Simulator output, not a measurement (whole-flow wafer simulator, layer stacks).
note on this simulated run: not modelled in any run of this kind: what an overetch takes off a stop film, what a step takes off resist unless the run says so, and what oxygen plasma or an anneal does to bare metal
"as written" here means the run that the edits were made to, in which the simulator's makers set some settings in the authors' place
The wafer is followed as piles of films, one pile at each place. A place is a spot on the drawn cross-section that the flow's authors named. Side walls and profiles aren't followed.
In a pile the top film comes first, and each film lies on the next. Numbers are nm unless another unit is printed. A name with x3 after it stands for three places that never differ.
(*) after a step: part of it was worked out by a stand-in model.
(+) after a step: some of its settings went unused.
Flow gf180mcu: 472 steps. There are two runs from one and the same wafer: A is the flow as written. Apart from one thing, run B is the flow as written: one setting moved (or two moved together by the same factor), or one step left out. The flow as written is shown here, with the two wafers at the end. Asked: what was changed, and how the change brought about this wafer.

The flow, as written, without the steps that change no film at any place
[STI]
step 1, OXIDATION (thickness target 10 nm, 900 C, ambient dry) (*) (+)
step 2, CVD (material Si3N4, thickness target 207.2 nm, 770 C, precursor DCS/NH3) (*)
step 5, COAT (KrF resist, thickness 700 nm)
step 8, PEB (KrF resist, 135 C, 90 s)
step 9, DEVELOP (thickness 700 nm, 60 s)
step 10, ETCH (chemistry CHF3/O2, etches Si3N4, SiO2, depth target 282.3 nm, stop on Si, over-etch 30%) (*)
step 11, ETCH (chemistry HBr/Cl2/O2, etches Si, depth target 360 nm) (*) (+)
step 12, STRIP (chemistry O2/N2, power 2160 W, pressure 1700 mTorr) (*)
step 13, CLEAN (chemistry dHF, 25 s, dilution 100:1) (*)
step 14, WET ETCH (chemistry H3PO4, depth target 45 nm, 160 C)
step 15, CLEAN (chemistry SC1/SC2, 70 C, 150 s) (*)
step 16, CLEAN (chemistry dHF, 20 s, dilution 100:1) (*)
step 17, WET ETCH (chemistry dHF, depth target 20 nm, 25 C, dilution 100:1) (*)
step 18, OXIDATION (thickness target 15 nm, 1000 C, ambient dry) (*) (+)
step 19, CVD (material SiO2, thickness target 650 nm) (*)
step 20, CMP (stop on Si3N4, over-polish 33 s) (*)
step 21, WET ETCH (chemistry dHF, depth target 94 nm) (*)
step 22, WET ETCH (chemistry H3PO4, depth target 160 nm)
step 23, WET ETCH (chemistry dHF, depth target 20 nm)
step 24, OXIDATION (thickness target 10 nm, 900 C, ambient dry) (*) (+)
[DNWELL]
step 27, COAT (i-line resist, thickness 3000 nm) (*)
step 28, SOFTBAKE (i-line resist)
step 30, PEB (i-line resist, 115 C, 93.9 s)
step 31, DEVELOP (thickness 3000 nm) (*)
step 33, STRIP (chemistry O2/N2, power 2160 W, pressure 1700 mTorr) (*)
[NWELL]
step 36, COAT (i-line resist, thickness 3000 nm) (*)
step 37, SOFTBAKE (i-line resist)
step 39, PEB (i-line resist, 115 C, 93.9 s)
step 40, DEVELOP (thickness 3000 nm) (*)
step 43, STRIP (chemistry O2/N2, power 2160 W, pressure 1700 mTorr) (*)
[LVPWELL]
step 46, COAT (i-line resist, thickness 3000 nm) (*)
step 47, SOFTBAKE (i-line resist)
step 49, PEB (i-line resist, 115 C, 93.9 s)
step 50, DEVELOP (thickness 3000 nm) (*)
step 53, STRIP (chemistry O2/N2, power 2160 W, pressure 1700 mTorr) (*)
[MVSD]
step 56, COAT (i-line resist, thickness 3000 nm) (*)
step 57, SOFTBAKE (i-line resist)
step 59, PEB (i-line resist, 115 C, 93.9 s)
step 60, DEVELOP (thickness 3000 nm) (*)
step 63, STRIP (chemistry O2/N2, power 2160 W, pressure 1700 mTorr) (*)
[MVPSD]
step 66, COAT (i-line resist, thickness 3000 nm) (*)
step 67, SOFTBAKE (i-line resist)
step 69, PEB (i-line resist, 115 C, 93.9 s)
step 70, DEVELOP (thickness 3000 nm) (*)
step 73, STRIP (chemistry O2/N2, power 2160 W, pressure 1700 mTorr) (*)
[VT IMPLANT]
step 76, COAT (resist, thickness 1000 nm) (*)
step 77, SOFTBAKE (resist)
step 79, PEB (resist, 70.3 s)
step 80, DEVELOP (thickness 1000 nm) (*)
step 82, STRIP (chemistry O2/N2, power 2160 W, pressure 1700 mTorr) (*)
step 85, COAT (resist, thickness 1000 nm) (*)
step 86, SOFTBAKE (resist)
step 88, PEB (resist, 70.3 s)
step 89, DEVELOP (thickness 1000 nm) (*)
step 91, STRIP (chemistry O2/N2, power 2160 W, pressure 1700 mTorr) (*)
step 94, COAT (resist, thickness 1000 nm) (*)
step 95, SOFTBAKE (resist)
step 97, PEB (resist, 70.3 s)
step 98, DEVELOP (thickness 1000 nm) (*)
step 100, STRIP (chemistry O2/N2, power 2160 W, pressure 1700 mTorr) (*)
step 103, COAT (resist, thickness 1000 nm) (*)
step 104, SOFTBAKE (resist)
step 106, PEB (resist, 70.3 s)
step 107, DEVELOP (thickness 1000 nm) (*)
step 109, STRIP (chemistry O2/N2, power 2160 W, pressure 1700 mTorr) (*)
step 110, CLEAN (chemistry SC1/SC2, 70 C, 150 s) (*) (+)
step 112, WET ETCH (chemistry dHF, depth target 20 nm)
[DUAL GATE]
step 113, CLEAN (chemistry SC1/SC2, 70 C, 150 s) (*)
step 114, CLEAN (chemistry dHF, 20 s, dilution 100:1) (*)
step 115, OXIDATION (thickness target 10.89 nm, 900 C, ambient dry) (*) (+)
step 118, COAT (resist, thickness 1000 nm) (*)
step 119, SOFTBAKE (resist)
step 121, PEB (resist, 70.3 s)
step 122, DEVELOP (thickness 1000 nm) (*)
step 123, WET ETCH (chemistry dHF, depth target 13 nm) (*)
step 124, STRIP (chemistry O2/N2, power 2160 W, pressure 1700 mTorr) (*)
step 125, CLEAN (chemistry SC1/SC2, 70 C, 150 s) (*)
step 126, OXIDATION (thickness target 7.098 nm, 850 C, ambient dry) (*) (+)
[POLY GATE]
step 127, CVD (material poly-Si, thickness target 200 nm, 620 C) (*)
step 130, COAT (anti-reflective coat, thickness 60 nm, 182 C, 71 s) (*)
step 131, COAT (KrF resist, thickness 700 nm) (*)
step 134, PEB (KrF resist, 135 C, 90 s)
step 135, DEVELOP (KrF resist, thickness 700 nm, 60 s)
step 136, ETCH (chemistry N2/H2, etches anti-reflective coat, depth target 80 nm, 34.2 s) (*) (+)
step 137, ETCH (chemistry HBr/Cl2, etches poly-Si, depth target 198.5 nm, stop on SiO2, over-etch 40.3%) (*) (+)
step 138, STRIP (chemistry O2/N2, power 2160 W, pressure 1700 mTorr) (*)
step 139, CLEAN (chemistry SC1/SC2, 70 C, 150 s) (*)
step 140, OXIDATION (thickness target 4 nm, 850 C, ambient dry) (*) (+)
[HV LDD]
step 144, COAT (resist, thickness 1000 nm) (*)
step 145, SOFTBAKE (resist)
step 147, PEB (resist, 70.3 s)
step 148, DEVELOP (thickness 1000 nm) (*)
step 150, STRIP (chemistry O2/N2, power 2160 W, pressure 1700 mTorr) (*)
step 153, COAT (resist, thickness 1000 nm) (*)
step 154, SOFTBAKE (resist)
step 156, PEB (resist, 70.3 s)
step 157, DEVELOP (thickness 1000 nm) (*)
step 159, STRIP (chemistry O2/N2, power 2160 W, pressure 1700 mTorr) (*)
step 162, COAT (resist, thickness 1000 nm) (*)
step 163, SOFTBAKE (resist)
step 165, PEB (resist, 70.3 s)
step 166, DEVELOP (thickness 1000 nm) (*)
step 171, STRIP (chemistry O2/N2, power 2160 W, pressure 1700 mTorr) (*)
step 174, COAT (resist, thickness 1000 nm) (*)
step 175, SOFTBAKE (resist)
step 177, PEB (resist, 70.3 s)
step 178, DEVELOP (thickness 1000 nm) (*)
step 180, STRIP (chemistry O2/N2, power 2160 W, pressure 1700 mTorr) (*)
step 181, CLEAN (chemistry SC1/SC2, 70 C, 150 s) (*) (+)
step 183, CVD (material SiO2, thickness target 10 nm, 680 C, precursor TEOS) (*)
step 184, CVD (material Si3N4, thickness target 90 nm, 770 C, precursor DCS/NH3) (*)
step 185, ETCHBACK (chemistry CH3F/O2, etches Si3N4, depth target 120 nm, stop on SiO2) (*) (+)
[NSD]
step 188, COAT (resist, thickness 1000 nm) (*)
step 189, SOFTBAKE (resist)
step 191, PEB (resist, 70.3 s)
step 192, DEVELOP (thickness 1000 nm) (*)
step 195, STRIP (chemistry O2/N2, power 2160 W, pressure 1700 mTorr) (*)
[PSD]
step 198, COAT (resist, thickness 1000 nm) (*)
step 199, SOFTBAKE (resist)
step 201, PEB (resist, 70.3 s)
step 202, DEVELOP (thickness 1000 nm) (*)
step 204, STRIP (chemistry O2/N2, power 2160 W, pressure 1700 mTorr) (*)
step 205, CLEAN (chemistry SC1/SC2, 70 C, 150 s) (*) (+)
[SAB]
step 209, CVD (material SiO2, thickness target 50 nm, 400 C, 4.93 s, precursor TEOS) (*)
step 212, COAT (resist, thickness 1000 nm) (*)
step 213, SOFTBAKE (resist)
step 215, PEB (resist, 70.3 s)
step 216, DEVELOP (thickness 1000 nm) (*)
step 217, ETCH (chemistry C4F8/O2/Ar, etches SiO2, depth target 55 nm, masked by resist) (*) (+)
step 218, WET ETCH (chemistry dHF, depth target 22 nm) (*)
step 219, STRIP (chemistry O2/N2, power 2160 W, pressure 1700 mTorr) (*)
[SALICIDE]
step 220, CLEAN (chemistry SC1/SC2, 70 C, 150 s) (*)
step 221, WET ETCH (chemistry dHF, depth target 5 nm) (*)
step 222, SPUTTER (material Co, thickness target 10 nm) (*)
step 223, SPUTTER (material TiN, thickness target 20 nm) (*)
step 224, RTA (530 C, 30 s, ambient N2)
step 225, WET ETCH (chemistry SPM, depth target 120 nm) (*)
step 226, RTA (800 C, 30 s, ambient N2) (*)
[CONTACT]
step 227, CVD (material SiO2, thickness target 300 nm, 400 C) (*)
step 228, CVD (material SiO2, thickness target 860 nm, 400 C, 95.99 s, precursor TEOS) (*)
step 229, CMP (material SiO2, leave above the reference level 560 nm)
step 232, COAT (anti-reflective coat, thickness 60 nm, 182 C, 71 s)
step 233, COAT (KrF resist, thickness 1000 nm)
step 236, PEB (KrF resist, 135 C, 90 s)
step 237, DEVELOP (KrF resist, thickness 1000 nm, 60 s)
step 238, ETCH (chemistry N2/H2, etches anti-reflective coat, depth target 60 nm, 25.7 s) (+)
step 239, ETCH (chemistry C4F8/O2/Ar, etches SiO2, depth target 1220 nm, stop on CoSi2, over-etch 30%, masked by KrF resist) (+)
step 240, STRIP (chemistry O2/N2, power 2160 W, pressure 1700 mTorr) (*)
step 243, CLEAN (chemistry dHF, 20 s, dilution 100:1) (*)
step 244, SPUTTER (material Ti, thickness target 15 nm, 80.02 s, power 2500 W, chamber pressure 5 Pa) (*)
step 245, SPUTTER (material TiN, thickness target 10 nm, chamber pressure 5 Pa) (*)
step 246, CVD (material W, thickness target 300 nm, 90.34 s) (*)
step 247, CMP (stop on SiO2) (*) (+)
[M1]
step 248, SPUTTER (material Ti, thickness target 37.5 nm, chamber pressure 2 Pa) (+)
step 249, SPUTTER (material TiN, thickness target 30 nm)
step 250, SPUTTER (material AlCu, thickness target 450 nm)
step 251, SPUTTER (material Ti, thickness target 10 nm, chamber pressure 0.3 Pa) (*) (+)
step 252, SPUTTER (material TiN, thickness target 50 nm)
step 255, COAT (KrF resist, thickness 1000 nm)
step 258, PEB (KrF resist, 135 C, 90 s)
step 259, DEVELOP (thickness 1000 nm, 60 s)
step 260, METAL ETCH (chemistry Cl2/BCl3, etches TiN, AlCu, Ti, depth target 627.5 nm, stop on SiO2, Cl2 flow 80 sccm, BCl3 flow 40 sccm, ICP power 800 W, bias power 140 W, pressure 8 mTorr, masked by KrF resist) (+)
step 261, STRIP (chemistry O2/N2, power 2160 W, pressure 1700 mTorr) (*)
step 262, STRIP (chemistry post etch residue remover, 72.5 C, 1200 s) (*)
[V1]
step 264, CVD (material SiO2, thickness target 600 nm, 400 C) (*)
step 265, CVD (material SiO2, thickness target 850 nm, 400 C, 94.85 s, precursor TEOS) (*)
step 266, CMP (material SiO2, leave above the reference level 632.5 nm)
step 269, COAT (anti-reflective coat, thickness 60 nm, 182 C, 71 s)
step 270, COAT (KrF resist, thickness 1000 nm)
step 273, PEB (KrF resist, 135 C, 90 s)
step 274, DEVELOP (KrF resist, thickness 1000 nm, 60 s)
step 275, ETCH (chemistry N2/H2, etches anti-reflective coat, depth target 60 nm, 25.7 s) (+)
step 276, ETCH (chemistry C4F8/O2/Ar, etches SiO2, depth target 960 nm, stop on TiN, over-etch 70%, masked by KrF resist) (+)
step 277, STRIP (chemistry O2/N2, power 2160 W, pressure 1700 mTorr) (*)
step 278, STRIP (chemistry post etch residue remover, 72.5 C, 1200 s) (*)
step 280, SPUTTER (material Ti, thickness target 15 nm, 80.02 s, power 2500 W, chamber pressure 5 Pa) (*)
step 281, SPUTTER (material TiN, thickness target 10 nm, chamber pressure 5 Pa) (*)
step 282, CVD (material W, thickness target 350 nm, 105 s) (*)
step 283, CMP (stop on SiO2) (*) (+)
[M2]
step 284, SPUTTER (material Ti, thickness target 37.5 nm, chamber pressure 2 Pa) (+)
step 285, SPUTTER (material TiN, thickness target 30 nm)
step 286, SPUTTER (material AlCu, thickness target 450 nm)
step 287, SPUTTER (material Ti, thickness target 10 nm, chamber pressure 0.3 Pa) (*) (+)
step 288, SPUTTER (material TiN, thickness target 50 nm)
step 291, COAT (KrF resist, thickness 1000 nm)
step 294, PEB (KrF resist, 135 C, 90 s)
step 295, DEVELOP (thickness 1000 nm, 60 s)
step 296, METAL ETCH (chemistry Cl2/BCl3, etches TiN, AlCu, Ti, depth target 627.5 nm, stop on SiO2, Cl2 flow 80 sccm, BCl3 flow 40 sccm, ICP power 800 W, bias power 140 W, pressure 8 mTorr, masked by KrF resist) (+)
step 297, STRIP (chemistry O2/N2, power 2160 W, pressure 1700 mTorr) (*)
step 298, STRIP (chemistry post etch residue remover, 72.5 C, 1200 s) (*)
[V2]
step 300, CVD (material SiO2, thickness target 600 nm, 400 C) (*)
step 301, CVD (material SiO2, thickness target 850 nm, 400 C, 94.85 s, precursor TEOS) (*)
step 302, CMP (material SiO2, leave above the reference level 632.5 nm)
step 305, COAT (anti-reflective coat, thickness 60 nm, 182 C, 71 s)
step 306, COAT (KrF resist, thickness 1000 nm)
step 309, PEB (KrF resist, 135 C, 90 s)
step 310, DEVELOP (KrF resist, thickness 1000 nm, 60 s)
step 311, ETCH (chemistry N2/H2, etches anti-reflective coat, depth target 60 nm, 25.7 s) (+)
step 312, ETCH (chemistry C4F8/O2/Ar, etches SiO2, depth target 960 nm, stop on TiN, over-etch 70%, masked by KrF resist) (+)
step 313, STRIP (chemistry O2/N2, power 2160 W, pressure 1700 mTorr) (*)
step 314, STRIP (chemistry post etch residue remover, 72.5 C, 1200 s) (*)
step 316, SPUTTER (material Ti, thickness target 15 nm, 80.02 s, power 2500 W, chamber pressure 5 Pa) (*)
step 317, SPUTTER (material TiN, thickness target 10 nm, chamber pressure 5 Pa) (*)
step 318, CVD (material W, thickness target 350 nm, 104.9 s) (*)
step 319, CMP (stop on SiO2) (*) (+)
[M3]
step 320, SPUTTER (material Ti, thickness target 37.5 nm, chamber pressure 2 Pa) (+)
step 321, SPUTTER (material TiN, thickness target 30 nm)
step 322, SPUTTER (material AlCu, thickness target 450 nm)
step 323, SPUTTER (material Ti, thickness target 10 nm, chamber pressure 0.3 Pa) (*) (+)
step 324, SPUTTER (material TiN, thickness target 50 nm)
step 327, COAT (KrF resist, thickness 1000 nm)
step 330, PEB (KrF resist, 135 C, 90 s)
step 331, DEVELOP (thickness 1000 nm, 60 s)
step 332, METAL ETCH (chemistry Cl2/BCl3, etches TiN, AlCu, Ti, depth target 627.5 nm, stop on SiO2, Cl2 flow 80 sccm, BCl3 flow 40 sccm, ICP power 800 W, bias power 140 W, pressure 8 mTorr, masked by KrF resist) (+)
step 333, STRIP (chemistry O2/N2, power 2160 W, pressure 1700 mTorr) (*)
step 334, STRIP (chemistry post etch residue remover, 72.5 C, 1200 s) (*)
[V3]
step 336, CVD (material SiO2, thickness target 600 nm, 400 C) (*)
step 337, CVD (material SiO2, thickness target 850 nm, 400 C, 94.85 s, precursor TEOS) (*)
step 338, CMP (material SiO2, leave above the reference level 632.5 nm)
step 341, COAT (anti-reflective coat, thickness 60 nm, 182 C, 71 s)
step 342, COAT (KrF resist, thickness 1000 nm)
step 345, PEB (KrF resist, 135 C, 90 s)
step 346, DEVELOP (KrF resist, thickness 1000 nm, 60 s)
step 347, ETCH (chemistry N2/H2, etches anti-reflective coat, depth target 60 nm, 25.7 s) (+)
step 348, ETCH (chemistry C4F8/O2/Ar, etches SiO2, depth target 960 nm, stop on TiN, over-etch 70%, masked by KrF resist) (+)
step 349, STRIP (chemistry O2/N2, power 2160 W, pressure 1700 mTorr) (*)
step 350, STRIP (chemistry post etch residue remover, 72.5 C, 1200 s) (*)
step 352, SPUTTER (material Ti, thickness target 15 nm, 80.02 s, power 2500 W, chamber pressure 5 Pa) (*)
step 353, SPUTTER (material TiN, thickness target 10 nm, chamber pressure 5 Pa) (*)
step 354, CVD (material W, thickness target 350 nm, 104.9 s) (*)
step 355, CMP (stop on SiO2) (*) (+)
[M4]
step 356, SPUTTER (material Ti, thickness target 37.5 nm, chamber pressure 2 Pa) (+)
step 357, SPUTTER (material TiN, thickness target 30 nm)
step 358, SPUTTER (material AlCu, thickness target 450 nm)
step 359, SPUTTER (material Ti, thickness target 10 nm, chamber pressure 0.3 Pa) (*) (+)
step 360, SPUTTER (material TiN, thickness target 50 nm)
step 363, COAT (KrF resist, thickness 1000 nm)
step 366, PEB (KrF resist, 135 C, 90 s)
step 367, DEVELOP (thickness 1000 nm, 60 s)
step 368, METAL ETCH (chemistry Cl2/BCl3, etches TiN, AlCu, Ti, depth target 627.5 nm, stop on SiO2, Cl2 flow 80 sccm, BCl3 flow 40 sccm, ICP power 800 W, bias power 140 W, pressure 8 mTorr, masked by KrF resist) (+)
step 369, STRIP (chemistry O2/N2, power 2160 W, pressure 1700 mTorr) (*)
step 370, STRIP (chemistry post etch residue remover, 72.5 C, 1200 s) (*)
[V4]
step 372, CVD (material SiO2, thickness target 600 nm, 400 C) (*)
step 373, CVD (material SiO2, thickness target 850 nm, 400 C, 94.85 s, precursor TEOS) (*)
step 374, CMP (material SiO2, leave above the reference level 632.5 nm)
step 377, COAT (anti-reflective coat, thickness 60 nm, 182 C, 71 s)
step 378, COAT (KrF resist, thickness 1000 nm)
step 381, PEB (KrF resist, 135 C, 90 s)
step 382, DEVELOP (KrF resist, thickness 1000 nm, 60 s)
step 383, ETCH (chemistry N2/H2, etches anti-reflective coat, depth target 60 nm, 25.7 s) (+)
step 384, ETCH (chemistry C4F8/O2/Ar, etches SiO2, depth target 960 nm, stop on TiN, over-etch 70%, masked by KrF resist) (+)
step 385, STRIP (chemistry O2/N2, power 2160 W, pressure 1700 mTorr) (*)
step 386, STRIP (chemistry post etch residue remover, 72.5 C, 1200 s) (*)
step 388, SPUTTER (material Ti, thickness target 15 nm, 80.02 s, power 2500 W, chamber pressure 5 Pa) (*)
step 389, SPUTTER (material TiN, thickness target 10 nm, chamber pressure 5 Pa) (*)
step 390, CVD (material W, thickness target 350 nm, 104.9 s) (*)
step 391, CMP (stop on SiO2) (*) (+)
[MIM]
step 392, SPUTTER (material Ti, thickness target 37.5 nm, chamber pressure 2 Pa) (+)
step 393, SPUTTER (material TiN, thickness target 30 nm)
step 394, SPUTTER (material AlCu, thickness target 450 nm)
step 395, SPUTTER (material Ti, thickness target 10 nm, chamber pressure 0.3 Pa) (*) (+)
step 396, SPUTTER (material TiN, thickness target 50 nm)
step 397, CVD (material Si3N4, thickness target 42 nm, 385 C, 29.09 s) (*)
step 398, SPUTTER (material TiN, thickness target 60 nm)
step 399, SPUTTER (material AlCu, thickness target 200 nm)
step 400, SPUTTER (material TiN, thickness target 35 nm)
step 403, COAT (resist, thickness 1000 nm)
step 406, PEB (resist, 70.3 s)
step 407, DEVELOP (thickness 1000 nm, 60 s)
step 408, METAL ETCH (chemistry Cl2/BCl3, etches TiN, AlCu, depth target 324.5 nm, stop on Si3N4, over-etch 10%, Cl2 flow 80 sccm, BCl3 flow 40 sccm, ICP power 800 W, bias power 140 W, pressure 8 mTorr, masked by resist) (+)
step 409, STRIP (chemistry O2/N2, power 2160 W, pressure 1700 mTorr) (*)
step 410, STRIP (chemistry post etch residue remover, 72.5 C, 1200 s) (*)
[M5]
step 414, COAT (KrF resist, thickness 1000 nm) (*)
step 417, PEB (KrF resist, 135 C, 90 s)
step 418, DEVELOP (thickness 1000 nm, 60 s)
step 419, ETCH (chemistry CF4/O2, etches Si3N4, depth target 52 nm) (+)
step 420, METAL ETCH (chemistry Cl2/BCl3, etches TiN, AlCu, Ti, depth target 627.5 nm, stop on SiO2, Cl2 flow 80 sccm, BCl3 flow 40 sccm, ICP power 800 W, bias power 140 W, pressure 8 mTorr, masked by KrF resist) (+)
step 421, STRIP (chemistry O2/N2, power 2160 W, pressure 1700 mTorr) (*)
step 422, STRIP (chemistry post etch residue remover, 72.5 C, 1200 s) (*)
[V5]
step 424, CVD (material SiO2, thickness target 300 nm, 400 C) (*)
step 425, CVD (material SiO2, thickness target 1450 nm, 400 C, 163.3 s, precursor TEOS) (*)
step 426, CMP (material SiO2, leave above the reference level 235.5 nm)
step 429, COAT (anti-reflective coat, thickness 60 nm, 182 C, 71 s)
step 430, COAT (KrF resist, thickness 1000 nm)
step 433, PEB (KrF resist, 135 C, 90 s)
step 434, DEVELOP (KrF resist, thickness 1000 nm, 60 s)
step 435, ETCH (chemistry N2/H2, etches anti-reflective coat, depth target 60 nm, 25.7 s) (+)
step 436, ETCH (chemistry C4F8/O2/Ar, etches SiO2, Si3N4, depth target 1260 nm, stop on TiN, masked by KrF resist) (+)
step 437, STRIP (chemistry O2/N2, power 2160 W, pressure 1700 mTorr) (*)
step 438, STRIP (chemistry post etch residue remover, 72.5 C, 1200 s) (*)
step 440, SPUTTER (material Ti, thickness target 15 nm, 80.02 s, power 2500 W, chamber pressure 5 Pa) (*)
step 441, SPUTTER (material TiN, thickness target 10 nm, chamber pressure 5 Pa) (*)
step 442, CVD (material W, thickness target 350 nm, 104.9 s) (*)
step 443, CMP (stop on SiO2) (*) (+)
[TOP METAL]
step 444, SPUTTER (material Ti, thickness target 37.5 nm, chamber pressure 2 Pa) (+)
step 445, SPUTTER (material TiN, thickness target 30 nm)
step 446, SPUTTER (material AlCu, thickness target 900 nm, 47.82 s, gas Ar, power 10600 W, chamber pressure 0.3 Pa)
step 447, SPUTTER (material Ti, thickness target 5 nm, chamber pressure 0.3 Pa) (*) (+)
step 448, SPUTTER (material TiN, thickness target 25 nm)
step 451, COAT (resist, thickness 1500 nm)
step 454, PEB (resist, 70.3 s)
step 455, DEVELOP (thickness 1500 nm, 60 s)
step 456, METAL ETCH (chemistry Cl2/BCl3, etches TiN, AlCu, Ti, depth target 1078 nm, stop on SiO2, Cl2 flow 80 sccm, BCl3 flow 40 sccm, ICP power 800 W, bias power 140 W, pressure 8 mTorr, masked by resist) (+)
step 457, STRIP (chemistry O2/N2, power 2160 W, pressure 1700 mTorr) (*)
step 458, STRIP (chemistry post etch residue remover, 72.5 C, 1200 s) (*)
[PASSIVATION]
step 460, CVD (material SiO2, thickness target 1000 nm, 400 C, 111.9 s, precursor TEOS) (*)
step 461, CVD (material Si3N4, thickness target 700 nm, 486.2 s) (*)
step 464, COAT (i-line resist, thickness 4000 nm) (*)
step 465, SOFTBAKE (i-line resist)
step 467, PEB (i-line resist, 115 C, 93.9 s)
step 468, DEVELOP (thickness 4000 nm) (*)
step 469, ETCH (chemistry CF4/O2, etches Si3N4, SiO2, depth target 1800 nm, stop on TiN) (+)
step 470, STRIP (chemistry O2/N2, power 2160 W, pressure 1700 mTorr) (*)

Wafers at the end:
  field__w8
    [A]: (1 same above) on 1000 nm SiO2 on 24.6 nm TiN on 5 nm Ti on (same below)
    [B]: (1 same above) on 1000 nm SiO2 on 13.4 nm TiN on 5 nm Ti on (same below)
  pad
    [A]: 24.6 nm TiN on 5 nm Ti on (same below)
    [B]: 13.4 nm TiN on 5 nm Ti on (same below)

The reason: step 448, SPUTTER: thickness target 13.8 nm was run, while the flow as written has thickness target 25 nm.

How this came from the change, step by step:
  step 448, SPUTTER (material TiN, thickness target 25 nm)
      field, field__w1, field__w2 and 109 more: A TiN gains 25 (new film) | B TiN gains 13.8 (new film)
  step 456, METAL ETCH (chemistry Cl2/BCl3, etches TiN, AlCu, Ti, depth target 1078 nm, stop on SiO2, Cl2 flow 80 sccm, BCl3 flow 40 sccm, ICP power 800 W, bias power 140 W, pressure 8 mTorr, masked by resist) (+)
      field, field__w1, field__w2 and 103 more: A TiN loses 25 (all of it), Ti loses 5 (all of it), AlCu loses 900 (all of it), TiN loses 30 (all of it), Ti loses 37.5 (all of it) | B TiN loses 13.8 (all of it), Ti loses 5 (all of it), AlCu loses 900 (all of it), TiN loses 30 (all of it), Ti loses 37.5 (all of it)
